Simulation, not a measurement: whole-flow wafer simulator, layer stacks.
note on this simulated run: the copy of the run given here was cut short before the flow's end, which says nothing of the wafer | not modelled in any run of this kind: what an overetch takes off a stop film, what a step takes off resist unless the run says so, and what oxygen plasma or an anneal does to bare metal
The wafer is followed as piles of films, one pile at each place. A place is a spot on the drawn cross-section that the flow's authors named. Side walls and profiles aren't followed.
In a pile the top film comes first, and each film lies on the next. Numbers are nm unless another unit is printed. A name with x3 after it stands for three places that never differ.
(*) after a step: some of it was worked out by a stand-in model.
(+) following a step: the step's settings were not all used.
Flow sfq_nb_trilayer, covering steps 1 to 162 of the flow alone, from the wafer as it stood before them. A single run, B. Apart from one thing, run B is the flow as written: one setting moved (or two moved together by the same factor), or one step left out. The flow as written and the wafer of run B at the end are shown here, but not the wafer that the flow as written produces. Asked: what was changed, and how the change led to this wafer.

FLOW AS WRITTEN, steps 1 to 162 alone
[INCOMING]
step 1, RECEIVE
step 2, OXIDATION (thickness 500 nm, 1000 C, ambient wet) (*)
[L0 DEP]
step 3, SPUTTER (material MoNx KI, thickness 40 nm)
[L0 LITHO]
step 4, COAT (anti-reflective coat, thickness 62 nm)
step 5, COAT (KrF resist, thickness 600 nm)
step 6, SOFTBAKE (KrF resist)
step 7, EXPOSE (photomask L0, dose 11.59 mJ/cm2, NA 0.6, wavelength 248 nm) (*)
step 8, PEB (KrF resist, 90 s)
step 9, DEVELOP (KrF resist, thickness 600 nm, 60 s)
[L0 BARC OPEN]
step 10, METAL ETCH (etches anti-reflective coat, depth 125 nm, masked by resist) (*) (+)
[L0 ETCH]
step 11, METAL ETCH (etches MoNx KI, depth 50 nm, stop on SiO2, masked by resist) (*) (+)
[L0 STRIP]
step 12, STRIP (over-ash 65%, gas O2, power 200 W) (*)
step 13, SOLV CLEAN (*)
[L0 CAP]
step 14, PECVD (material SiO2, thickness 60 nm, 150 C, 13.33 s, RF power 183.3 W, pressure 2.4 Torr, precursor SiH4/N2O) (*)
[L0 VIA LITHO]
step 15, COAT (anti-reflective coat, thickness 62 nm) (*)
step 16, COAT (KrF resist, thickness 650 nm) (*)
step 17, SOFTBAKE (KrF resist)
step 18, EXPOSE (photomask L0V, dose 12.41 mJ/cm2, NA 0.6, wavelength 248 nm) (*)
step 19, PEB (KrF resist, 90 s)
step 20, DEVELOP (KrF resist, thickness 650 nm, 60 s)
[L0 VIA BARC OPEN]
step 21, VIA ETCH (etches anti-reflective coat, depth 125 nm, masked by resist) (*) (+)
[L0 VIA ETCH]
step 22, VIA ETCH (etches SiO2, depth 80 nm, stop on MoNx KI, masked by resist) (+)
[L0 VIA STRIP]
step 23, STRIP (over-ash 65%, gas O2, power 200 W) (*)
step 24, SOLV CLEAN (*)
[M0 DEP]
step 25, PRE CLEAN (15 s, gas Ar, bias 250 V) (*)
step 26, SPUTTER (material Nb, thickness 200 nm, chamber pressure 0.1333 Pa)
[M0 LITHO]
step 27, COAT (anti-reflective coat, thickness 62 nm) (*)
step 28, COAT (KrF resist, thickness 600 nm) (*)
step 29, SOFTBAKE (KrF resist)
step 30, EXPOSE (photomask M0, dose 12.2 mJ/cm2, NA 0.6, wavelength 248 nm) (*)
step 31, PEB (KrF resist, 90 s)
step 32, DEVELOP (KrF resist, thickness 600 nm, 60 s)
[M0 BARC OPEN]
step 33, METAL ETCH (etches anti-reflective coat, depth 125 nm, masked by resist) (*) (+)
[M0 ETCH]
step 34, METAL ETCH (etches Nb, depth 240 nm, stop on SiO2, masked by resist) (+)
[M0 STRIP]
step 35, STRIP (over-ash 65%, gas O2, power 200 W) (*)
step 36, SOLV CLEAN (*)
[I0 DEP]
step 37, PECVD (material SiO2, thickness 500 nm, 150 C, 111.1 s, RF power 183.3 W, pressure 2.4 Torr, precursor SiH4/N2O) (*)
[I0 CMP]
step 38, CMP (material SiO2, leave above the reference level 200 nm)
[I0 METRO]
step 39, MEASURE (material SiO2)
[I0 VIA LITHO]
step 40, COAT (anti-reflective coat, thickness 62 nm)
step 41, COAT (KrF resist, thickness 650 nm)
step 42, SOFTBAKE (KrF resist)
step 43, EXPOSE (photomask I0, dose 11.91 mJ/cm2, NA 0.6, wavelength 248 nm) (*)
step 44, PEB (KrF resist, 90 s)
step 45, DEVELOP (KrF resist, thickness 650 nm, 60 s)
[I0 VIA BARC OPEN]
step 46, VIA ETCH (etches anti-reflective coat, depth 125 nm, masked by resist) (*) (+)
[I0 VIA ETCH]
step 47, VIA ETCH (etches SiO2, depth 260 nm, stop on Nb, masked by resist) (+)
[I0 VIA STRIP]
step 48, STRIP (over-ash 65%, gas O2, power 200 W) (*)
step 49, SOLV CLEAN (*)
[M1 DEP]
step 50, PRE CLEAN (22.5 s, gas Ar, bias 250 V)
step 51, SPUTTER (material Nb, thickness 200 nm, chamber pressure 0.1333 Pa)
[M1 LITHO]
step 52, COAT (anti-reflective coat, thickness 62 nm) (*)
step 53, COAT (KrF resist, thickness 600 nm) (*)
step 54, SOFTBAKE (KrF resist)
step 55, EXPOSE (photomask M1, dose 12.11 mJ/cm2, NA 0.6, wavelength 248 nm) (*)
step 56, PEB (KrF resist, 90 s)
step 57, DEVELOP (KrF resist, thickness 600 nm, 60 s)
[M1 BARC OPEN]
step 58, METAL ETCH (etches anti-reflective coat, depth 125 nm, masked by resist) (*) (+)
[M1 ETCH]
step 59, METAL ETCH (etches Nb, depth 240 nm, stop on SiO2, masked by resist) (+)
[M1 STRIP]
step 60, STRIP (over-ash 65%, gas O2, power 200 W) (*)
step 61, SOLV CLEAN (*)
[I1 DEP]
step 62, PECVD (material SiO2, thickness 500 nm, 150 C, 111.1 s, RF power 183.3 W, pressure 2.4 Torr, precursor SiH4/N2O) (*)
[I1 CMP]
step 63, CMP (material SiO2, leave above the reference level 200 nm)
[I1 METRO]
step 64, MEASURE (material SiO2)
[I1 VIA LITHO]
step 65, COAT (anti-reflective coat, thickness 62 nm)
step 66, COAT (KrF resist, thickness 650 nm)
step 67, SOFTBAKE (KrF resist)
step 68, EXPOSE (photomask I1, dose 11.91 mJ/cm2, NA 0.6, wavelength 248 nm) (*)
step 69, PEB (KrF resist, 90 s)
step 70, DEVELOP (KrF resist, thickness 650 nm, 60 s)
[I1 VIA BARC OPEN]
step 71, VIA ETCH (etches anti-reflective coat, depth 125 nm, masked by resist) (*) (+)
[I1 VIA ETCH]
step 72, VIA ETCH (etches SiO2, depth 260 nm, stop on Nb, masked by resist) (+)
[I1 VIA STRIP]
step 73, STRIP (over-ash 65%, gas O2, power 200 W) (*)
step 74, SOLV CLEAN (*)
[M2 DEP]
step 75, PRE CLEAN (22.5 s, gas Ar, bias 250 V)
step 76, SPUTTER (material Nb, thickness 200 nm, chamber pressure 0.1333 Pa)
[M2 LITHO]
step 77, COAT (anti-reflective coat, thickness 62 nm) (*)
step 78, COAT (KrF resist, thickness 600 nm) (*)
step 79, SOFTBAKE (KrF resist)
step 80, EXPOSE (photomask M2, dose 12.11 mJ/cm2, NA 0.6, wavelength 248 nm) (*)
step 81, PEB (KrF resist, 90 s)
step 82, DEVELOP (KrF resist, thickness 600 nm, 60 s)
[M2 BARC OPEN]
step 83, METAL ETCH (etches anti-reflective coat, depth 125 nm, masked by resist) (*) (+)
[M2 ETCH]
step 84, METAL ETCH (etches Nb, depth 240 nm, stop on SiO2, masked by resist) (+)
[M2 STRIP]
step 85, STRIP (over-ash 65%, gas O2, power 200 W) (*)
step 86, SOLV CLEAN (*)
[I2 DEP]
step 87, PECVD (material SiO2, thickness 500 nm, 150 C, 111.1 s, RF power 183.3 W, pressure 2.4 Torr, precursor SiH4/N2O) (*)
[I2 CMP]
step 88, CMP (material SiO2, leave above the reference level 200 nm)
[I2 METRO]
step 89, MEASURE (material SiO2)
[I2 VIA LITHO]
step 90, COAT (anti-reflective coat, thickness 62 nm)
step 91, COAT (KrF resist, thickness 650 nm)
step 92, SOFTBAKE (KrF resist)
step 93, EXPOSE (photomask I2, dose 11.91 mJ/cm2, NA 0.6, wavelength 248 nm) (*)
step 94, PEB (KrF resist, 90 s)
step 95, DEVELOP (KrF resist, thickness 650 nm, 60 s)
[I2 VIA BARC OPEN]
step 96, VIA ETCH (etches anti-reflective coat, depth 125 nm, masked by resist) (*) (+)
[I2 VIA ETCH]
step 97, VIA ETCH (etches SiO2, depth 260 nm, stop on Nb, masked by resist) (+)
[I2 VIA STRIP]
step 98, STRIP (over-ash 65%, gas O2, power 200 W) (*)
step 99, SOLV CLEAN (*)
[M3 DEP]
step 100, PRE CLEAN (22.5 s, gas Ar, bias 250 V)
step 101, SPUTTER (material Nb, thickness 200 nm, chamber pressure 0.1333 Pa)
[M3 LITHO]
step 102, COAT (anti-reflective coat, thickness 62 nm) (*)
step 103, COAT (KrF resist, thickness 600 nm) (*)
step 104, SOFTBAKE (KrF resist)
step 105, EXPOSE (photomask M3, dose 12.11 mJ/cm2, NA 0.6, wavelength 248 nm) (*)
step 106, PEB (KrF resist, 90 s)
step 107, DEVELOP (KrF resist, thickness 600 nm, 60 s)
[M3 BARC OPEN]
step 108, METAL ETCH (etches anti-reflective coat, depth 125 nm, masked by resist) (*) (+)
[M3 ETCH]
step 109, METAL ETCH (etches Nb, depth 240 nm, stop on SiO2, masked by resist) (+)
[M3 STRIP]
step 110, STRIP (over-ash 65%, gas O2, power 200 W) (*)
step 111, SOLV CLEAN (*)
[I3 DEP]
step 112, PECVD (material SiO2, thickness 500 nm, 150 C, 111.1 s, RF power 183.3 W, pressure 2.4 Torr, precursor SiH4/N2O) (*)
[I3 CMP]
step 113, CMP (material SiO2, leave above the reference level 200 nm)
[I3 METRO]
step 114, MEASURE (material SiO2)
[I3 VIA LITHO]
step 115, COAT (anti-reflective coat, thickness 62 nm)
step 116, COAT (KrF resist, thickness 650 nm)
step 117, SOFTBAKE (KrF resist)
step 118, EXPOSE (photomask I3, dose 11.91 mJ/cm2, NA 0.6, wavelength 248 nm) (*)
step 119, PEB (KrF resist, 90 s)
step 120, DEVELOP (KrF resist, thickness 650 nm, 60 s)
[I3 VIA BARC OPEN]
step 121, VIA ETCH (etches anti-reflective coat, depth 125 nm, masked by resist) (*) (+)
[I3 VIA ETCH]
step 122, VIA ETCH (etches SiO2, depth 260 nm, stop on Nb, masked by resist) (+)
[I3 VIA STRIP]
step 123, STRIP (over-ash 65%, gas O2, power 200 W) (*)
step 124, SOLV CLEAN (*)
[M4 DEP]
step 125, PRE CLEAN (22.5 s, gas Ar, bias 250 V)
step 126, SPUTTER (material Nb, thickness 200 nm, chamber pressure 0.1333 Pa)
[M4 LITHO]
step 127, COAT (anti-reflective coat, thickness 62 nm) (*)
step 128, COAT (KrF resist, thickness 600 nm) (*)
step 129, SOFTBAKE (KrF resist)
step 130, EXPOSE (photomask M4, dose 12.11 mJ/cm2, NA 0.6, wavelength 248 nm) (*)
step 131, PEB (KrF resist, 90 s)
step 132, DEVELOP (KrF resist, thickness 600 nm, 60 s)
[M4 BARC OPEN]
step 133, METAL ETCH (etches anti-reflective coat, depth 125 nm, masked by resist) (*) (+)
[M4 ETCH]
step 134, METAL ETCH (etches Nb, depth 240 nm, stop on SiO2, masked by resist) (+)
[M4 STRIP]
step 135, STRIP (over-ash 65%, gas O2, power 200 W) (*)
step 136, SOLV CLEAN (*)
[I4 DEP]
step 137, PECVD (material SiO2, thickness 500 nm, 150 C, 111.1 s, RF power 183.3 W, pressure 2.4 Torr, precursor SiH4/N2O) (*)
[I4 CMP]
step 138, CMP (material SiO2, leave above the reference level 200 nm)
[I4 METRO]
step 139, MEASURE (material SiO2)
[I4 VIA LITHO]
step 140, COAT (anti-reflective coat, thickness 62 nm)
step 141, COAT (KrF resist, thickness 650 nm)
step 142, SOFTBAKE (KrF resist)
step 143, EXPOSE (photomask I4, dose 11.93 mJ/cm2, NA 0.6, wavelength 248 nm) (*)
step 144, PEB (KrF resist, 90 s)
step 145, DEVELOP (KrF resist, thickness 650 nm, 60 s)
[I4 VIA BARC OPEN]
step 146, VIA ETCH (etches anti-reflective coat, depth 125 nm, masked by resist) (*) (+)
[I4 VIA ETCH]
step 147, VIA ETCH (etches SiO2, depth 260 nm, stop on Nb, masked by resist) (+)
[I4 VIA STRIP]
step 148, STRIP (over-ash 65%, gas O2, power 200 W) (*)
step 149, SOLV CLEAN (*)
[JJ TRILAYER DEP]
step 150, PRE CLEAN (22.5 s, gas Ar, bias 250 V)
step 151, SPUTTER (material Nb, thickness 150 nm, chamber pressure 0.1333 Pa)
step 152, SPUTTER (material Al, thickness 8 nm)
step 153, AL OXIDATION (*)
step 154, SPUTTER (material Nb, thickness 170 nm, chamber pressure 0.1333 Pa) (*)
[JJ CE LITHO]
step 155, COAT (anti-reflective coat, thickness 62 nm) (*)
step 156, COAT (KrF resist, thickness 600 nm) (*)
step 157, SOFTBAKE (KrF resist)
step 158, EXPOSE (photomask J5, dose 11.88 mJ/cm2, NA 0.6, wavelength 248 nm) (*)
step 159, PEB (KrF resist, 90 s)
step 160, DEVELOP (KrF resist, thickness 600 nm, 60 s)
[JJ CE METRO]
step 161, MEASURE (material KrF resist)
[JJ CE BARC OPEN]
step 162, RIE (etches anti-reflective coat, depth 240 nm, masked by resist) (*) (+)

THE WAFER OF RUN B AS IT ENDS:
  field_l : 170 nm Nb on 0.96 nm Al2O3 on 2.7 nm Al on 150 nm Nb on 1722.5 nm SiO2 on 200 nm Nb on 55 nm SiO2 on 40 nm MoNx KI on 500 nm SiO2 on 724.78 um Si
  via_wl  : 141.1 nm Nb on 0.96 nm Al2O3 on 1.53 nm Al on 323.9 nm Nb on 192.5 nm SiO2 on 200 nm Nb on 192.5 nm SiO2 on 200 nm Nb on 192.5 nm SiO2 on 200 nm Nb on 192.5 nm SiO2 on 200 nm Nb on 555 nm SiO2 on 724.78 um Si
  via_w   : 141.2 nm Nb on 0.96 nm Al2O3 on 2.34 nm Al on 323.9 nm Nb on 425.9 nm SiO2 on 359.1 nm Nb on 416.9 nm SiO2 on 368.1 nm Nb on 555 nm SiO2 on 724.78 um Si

The reason: step 152, SPUTTER: thickness 3.28 nm was run, while the flow as written has thickness 8 nm.

The path from the change to this, step by step:
  step 152, SPUTTER (material Al, thickness 8 nm)
      field_l, v_sur, via_sp and 100 more: +3.28 Al (new film) (it would be, as written: +8 Al (new film))
      via_wl, via_wr: +2.11 Al (new film) (it would be, as written: +5.14 Al (new film))
      (also at 1 further place)
  step 155, COAT (anti-reflective coat, thickness 62 nm) (*)
      via_wl, via_wr: +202 anti-reflective coat (new film) (it would be, as written: +209.4 anti-reflective coat (new film))
      via_w: +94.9 anti-reflective coat (new film) (it would be, as written: +97.4 anti-reflective coat (new film))
  step 162, RIE (etches anti-reflective coat, depth 240 nm, masked by resist) (*) (+)
      ce_l, c5j, ce_r, wl_jj: -202 KrF resist (it would be, as written: -209.4 KrF resist)
      via_wl, via_wr: -202 anti-reflective coat (all of it) (it would be, as written: -209.4 anti-reflective coat (all of it))
      (also at 1 further place)
